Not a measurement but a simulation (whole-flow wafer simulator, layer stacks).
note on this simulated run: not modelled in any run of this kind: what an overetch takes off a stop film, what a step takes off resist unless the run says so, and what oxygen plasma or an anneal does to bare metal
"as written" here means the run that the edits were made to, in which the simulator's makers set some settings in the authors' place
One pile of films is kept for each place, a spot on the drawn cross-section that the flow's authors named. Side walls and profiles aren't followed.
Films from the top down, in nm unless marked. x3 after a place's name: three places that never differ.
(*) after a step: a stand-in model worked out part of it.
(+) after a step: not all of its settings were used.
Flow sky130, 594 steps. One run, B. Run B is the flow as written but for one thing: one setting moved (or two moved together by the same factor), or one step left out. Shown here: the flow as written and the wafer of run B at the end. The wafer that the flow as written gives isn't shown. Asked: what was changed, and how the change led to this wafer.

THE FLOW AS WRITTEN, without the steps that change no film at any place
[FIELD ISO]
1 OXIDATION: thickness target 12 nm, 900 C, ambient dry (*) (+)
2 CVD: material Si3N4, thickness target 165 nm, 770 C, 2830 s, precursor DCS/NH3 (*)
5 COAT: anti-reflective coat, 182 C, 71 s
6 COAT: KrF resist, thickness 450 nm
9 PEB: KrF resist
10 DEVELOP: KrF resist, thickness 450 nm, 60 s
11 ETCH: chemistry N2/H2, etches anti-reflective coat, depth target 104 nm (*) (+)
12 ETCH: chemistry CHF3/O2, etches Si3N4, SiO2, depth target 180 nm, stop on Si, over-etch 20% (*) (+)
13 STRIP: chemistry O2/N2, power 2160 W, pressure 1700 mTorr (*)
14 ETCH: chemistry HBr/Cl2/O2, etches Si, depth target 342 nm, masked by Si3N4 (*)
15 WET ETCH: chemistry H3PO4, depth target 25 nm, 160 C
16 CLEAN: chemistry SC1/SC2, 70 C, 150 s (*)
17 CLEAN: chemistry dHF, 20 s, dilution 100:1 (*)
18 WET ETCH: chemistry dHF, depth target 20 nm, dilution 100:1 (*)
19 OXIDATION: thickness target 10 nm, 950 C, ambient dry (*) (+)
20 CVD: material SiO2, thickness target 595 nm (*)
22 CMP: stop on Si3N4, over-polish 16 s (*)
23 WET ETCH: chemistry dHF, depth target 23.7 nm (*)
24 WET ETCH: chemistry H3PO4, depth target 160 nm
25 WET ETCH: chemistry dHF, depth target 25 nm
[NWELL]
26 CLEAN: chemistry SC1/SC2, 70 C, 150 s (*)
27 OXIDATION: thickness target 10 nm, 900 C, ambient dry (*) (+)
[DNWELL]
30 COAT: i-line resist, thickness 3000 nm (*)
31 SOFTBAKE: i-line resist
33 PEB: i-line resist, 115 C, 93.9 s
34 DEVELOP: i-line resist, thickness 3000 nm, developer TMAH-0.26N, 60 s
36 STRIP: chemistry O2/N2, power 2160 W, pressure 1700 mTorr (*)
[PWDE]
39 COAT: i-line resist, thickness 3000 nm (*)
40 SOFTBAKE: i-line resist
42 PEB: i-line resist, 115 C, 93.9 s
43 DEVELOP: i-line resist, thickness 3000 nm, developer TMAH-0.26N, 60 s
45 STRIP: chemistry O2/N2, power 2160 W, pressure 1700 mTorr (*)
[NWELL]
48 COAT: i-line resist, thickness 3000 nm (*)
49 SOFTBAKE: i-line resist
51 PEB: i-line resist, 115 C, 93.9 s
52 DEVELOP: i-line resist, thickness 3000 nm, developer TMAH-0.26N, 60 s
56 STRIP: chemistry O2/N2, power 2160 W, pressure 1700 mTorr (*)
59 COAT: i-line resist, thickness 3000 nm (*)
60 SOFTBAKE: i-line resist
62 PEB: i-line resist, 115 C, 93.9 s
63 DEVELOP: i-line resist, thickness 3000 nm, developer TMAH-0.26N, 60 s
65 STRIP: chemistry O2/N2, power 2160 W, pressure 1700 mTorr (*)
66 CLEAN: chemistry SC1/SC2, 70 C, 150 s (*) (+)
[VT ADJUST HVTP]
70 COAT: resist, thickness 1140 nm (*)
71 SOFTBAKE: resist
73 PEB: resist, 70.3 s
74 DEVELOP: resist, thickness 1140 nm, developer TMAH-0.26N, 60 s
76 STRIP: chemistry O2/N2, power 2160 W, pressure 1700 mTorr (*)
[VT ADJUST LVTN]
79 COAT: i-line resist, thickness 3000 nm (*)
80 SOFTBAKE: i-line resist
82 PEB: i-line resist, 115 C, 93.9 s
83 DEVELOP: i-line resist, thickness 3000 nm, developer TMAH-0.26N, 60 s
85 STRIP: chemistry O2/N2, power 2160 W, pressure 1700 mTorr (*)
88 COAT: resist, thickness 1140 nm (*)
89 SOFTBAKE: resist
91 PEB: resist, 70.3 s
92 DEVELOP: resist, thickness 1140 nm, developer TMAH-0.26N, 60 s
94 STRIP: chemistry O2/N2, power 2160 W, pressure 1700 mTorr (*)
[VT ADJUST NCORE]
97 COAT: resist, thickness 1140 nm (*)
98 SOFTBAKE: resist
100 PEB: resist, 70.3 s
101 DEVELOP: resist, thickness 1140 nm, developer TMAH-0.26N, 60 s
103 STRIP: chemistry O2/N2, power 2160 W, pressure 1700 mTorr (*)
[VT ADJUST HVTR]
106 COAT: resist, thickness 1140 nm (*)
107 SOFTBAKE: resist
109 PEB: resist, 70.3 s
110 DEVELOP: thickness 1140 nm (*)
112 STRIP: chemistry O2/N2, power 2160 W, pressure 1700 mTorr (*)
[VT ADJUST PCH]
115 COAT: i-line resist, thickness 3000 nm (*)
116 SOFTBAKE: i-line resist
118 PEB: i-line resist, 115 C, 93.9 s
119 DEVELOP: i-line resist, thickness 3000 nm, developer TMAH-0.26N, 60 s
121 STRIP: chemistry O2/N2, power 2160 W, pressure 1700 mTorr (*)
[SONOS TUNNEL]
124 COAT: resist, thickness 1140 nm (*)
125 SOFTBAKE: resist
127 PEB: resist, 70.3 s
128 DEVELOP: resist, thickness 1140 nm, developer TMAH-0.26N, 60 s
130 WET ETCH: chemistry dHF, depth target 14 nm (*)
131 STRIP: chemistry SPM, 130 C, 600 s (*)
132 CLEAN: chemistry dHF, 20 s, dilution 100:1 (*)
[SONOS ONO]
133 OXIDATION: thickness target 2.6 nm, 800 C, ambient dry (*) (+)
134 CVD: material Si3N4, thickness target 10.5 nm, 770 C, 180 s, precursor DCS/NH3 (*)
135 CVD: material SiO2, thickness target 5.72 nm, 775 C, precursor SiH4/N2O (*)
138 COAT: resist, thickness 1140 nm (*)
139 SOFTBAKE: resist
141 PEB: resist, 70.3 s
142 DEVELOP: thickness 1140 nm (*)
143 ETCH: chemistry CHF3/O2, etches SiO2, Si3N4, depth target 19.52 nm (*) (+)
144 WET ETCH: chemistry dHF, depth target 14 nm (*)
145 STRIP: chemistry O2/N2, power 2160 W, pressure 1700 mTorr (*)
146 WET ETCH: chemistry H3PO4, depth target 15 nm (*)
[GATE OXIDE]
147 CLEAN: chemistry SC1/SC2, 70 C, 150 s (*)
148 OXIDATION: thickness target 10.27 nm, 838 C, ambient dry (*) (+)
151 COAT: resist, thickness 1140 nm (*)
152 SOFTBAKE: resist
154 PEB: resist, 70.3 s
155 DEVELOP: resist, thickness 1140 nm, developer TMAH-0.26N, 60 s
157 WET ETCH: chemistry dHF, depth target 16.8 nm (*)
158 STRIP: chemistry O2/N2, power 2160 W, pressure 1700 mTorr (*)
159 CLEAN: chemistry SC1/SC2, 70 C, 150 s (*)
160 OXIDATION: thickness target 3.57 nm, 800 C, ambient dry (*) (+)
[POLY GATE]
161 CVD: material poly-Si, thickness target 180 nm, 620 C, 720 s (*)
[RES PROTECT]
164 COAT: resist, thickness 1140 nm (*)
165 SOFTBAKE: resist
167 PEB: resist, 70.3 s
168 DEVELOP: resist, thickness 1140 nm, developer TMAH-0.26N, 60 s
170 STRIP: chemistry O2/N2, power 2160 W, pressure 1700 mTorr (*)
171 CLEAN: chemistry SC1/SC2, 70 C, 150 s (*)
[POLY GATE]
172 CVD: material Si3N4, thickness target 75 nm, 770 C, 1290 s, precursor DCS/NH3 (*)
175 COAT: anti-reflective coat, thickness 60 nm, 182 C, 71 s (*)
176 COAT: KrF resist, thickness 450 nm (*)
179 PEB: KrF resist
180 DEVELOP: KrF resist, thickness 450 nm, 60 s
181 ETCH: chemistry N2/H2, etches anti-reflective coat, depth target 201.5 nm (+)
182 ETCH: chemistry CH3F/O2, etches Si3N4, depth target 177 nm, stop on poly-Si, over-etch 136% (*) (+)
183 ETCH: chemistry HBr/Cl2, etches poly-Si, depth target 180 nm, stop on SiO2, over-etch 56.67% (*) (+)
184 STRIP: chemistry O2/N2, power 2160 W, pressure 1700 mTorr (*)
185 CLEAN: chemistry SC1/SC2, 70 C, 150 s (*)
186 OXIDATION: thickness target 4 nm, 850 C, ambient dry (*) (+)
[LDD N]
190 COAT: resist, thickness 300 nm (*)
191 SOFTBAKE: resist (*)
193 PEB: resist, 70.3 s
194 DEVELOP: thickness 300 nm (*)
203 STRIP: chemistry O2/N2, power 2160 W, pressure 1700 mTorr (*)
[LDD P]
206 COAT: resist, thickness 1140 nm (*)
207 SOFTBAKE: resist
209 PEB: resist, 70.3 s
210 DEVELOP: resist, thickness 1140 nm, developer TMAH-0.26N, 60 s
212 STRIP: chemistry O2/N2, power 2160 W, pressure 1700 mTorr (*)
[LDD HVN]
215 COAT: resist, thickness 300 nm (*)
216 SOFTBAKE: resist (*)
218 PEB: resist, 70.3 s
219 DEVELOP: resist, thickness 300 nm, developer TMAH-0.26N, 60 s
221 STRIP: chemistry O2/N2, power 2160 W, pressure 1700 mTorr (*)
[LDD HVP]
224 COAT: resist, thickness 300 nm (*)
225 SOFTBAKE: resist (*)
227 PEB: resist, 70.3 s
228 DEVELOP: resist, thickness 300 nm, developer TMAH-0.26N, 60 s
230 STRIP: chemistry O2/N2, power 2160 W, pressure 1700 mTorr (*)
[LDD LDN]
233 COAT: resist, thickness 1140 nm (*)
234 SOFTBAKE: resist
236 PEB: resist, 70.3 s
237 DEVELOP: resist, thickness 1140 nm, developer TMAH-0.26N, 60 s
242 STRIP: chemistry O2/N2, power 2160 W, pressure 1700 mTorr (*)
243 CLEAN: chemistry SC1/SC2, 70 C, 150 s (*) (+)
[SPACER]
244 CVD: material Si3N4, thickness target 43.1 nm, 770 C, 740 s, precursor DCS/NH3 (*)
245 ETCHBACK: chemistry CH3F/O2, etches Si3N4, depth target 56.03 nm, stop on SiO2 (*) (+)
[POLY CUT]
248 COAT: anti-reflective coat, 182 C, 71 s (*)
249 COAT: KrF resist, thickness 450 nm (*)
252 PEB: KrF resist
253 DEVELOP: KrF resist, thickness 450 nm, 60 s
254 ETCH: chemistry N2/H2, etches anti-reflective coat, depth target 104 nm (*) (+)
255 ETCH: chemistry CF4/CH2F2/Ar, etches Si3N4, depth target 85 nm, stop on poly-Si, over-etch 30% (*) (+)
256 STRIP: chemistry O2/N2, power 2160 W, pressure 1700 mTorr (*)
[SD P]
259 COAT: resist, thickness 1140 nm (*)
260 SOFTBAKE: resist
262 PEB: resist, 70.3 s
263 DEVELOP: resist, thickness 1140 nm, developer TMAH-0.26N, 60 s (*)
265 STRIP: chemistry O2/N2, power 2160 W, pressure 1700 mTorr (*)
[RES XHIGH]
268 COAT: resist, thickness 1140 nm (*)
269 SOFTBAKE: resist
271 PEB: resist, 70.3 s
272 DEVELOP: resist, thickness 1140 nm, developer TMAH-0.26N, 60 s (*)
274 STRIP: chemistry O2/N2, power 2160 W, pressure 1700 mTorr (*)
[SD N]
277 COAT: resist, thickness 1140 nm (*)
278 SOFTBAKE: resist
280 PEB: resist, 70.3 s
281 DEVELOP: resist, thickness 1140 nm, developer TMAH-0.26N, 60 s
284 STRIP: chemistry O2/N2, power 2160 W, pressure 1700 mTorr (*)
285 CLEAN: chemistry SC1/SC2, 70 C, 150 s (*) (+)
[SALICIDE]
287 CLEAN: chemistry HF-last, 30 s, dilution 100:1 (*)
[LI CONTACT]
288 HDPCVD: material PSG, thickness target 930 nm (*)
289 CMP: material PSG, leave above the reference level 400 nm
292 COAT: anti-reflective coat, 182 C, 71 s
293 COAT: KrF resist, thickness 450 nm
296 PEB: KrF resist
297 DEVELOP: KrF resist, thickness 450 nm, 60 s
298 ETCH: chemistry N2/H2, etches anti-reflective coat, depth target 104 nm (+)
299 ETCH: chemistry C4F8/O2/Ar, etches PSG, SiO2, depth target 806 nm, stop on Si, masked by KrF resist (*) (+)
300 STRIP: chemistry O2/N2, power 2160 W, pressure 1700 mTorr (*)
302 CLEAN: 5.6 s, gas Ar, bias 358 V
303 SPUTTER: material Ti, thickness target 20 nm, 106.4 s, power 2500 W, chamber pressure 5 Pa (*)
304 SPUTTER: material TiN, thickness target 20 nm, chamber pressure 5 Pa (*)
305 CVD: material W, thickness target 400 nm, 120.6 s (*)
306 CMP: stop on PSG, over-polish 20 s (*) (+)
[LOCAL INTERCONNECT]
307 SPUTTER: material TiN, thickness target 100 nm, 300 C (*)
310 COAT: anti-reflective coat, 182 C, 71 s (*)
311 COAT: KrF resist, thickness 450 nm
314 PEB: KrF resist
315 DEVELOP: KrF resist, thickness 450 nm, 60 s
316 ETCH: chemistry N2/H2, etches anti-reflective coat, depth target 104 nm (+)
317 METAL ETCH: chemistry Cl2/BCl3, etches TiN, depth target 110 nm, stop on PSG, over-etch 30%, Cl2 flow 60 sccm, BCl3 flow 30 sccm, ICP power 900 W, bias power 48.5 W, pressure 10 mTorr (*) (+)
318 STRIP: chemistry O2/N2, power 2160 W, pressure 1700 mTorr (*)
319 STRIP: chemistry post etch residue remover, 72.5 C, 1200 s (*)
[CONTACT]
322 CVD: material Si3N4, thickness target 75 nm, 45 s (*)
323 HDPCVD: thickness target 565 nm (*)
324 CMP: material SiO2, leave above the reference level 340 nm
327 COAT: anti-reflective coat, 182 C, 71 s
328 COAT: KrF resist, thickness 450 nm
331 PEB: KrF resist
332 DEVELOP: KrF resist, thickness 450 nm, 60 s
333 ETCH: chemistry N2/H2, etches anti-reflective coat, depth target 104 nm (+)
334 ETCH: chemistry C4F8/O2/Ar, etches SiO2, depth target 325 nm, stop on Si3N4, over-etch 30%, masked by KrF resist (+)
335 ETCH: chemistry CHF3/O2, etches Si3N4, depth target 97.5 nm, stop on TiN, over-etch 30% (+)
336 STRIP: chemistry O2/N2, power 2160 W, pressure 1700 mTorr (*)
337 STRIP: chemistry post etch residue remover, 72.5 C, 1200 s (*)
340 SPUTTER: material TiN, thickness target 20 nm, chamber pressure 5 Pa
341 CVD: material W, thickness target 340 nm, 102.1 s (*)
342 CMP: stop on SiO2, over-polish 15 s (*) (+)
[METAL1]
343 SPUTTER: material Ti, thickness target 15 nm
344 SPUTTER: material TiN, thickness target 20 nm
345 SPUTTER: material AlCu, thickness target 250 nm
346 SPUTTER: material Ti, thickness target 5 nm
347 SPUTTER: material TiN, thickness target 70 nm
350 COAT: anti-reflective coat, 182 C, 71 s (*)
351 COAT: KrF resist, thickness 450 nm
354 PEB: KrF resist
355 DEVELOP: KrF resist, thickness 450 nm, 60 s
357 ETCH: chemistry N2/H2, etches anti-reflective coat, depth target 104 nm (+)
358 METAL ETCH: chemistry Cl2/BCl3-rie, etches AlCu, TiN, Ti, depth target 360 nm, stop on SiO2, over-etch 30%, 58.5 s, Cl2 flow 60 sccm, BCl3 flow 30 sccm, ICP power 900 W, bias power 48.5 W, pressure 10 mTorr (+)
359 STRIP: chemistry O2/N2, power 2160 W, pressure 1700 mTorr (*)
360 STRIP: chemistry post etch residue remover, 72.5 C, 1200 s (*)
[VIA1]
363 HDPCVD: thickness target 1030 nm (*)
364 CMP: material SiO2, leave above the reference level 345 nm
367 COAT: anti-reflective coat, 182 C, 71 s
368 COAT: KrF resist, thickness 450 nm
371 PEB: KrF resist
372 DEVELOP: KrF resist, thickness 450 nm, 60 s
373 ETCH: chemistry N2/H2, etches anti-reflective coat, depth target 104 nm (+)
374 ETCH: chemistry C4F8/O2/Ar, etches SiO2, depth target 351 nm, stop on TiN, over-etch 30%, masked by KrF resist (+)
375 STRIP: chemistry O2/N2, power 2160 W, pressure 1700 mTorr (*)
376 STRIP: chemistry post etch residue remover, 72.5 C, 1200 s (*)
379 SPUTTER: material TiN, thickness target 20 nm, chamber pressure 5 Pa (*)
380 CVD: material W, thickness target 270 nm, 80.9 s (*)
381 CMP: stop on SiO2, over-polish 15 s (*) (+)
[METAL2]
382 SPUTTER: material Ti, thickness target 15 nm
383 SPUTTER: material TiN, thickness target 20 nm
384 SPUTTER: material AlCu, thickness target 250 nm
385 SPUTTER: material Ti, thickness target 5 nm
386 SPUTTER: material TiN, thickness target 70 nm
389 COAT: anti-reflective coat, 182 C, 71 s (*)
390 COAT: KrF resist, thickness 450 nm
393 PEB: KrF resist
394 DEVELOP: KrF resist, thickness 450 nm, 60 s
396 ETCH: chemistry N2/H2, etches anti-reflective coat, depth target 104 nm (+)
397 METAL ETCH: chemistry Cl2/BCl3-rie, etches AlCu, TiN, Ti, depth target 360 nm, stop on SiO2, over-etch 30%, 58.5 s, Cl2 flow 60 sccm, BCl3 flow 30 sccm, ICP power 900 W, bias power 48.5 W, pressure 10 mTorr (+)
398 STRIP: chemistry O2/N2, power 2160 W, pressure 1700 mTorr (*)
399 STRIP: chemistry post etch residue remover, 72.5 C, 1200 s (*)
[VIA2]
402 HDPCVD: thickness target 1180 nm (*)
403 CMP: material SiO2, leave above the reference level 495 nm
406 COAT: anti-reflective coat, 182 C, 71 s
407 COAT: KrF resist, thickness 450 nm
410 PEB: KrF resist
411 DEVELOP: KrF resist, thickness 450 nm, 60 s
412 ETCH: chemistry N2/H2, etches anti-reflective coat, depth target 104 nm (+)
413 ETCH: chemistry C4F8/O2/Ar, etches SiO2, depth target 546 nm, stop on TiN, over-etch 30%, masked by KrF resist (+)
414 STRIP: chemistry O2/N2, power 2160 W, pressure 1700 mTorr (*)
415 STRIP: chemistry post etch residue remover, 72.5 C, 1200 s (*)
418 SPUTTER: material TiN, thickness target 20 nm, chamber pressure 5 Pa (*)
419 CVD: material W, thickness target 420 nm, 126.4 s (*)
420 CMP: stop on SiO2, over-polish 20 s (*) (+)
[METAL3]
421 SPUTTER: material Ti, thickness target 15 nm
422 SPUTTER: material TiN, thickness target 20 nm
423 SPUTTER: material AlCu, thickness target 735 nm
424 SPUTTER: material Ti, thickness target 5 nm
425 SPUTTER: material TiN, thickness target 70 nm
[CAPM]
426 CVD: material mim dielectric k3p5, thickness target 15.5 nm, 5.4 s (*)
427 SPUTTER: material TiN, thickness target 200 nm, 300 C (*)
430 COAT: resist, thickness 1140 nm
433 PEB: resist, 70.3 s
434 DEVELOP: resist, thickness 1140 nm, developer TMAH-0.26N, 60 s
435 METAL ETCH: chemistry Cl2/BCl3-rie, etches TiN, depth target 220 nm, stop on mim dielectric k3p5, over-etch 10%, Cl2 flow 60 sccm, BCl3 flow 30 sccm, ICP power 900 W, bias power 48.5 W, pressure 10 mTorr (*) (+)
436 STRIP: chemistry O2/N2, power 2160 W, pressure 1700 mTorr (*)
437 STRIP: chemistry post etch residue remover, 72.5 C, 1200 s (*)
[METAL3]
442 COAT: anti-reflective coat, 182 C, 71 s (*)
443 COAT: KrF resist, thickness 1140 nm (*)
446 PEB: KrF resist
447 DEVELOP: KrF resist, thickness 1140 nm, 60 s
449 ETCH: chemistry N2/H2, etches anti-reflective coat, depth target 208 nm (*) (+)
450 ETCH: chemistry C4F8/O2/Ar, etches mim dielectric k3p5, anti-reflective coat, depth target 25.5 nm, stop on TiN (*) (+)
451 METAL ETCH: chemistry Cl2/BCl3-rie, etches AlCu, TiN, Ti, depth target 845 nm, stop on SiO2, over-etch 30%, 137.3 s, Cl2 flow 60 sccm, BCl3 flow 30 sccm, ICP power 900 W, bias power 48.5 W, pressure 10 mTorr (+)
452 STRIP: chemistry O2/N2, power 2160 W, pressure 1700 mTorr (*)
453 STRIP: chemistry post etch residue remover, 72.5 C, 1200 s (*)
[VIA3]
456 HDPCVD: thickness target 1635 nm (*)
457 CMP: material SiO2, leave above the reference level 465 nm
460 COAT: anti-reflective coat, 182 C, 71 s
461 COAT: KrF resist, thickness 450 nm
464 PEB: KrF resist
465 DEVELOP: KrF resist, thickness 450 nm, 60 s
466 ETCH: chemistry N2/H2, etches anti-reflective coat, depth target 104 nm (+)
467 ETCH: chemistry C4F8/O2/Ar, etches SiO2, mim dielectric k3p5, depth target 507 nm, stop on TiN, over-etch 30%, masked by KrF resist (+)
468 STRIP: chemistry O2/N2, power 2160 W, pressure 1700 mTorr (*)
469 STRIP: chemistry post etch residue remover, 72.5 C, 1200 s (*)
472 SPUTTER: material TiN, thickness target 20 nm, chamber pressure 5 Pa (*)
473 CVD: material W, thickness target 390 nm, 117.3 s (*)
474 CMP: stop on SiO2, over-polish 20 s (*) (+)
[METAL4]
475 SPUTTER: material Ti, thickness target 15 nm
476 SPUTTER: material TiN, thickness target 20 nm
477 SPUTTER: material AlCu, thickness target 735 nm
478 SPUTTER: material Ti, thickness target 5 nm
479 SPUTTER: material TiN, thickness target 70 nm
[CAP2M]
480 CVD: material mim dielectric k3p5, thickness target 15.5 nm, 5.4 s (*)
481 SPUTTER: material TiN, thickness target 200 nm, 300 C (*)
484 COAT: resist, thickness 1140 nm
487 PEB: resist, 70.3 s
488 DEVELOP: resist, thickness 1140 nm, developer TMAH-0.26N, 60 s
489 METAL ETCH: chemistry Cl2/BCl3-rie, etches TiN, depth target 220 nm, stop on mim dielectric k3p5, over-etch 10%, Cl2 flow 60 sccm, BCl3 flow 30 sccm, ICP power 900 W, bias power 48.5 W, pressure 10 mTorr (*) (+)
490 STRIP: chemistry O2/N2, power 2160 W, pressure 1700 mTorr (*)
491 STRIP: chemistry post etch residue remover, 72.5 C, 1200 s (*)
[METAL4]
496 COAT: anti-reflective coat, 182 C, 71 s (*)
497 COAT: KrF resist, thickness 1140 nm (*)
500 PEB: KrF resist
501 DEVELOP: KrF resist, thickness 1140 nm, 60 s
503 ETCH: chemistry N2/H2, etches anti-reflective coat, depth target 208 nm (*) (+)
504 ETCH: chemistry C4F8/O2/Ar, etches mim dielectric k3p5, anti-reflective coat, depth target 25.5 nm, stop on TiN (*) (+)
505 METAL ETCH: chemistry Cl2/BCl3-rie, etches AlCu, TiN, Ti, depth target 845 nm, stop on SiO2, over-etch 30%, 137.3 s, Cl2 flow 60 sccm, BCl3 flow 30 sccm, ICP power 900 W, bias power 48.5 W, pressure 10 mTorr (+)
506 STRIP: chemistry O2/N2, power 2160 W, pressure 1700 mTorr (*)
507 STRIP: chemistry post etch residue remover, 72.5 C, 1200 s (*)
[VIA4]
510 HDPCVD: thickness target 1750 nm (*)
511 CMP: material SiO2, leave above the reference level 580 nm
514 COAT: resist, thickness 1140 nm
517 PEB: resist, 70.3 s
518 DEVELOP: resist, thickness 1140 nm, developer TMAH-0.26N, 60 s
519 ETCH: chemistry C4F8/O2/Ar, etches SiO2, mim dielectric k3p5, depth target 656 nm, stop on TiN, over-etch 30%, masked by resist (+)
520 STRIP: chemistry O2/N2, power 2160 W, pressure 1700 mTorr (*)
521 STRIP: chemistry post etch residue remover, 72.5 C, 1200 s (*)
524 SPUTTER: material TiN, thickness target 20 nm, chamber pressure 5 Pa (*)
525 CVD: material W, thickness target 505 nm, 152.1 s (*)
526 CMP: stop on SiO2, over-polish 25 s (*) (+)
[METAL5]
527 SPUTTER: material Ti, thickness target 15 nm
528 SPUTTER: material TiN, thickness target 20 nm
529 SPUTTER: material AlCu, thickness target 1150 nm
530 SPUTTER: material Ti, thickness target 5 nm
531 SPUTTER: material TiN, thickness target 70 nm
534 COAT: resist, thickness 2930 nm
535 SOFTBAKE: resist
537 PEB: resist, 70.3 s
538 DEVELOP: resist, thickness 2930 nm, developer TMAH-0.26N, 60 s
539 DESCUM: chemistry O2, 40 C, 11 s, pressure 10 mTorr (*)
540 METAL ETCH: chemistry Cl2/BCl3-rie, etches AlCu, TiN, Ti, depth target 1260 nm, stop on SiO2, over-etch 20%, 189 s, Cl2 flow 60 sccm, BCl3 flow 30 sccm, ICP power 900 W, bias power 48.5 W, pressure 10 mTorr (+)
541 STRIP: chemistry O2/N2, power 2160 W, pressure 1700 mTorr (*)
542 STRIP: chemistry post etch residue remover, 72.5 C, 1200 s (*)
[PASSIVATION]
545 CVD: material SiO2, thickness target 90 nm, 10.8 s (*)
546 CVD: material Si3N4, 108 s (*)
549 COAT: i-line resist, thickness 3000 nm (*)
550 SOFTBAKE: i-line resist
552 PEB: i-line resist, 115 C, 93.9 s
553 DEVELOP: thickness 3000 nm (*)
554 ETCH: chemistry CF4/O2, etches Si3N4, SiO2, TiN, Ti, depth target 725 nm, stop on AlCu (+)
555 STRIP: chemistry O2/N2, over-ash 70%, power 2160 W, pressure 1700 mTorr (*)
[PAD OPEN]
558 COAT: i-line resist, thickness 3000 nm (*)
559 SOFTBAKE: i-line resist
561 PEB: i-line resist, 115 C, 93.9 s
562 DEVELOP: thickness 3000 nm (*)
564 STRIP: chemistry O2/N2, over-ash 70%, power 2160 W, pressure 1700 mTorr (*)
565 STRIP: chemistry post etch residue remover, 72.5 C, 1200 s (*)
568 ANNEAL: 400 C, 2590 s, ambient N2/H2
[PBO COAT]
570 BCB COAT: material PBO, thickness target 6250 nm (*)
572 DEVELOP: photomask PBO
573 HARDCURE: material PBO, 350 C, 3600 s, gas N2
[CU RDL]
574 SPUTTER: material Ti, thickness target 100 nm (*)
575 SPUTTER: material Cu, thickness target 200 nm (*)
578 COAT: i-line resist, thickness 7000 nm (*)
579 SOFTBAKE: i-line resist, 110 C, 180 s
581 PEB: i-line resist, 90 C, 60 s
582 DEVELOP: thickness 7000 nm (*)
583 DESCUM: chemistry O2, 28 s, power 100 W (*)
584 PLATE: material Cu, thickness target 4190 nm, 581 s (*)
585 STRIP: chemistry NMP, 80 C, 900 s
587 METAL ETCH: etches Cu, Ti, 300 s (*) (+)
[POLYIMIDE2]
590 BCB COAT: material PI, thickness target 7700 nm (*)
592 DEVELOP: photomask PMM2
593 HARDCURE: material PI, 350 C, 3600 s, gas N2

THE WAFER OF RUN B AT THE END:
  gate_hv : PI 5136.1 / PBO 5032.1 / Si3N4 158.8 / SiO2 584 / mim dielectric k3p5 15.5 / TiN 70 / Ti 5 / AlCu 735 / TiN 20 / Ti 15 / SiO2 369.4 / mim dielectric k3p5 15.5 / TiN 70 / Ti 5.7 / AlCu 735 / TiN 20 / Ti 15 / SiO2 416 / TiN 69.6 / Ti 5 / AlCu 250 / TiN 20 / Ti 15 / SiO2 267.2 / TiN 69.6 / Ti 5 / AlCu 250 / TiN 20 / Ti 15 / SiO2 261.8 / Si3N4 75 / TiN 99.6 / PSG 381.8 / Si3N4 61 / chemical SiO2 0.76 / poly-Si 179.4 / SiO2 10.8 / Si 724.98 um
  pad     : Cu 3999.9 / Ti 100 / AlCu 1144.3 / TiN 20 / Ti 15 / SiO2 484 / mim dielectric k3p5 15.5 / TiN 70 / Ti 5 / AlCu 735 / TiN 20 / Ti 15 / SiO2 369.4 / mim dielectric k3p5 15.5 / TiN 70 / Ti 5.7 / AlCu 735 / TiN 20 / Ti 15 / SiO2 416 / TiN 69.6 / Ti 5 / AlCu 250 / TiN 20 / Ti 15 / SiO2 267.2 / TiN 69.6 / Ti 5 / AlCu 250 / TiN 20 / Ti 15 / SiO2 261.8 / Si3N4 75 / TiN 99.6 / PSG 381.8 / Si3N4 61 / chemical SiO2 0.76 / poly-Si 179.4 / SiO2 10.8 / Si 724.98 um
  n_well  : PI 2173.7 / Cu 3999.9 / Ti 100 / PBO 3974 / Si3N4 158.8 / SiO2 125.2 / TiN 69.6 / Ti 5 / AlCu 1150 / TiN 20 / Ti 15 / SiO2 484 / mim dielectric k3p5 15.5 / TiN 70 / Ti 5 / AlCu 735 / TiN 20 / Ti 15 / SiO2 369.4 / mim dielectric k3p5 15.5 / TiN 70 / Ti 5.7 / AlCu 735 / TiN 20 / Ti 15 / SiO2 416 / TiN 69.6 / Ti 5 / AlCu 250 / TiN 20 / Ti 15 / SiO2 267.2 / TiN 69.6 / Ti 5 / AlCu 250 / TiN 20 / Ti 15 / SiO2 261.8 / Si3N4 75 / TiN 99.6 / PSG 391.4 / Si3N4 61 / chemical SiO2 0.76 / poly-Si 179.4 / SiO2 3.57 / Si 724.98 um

The cause: step 424, SPUTTER: thickness target 5.7 nm was run, where the flow has thickness target 5 nm.
It can be read off the wafer: gate_hv has Ti 5.7, and step 424 as written asks for 5 nm.

How the change led to this, step by step:
  424 SPUTTER: material Ti, thickness target 5 nm
      field, active, n_well and 188 more: Ti +5.7 (new film) (as written it would be: Ti +5 (new film))
  451 METAL ETCH: chemistry Cl2/BCl3-rie, etches AlCu, TiN, Ti, depth target 845 nm, stop on SiO2, over-etch 30%, 137.3 s, Cl2 flow 60 sccm, BCl3 flow 30 sccm, ICP power 900 W, bias power 48.5 W, pressure 10 mTorr (+)
      field, gate, spacer and 68 more: TiN -70 (all of it), Ti -5.7 (all of it), AlCu -735 (all of it), TiN -20 (all of it), Ti -15 (all of it), SiO2 -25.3 (as written it would be: TiN -70 (all of it), Ti -5 (all of it), AlCu -735 (all of it), TiN -20 (all of it), Ti -15 (all of it), SiO2 -25.4)
      active, vpp_ln, vpp_iso2 and 11 more: TiN -70 (all of it), Ti -5.7 (all of it), AlCu -735 (all of it), TiN -20 (all of it), Ti -15 (all of it), SiO2 -25.3 (as written it would be: TiN -70 (all of it), Ti -5 (all of it), AlCu -735 (all of it), TiN -20 (all of it), Ti -15 (all of it), SiO2 -25.3)
